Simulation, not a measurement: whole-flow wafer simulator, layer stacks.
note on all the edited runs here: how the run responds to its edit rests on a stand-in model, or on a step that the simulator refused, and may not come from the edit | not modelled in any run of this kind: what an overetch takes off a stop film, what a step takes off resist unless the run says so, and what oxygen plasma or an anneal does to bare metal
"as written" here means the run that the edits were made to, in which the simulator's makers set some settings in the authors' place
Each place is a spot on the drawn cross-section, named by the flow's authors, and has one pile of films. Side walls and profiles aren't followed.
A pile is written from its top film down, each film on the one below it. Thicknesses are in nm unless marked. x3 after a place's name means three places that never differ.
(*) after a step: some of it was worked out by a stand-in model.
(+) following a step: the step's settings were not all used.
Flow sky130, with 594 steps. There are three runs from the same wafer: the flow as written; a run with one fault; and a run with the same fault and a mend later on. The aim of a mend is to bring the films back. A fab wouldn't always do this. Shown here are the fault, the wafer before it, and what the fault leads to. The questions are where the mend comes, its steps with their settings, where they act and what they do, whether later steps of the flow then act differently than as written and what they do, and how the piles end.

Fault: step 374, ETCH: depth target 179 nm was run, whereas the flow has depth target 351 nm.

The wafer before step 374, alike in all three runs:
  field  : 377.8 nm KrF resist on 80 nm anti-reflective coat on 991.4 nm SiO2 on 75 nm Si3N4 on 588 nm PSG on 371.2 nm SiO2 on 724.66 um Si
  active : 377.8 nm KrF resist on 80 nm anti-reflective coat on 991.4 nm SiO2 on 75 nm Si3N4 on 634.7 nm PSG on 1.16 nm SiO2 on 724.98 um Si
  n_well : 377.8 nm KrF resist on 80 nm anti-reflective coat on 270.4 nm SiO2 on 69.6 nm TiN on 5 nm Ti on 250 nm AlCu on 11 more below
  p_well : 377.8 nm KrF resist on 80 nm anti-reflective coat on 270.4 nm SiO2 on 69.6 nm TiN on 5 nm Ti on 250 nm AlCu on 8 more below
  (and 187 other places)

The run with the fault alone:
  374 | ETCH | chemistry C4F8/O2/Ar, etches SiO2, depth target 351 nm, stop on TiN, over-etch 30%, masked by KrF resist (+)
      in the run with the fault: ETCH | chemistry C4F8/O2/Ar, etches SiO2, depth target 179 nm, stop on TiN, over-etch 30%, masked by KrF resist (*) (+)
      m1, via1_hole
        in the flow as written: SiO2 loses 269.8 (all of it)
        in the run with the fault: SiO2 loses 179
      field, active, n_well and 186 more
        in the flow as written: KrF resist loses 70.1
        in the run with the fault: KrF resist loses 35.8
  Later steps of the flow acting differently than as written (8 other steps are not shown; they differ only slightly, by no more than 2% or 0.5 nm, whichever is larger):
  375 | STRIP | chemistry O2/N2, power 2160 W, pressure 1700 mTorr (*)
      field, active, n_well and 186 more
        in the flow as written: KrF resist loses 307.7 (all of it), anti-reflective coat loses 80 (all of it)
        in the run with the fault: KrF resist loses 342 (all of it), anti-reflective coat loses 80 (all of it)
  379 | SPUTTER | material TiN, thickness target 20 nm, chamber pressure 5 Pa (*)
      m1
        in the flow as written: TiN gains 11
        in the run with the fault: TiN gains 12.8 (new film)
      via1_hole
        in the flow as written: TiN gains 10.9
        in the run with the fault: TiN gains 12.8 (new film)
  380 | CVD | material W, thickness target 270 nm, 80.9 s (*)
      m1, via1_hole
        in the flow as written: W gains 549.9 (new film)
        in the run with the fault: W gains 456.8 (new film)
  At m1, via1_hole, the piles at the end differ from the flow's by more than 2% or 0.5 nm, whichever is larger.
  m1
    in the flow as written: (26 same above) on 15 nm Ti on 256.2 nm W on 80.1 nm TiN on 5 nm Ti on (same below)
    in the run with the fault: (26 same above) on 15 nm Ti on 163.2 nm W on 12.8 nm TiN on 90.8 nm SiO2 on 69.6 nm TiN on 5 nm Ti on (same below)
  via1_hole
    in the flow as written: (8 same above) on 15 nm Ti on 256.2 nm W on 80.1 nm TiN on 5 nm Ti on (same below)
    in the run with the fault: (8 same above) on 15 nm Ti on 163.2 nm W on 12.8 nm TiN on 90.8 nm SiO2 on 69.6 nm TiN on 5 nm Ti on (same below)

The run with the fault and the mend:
  After step 374 comes the mend.
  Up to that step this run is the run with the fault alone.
  374a | ETCH | chemistry C4F8/O2/Ar, etches SiO2, depth target 172 nm, stop on TiN, over-etch 30%, masked by KrF resist (+) (the flow's step 374 again, with other settings)
      field, active, n_well and 186 more
        KrF resist loses 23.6
      m1, via1_hole
        SiO2 loses 90.8 (all of it)
  Later steps of the flow acting differently than as written:
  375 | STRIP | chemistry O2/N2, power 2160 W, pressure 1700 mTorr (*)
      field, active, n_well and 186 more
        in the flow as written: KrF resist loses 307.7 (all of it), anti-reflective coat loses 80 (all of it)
        in the run with the mend: KrF resist loses 318.4 (all of it), anti-reflective coat loses 80 (all of it)
  At every place that both follow, the piles at the end match the flow's.
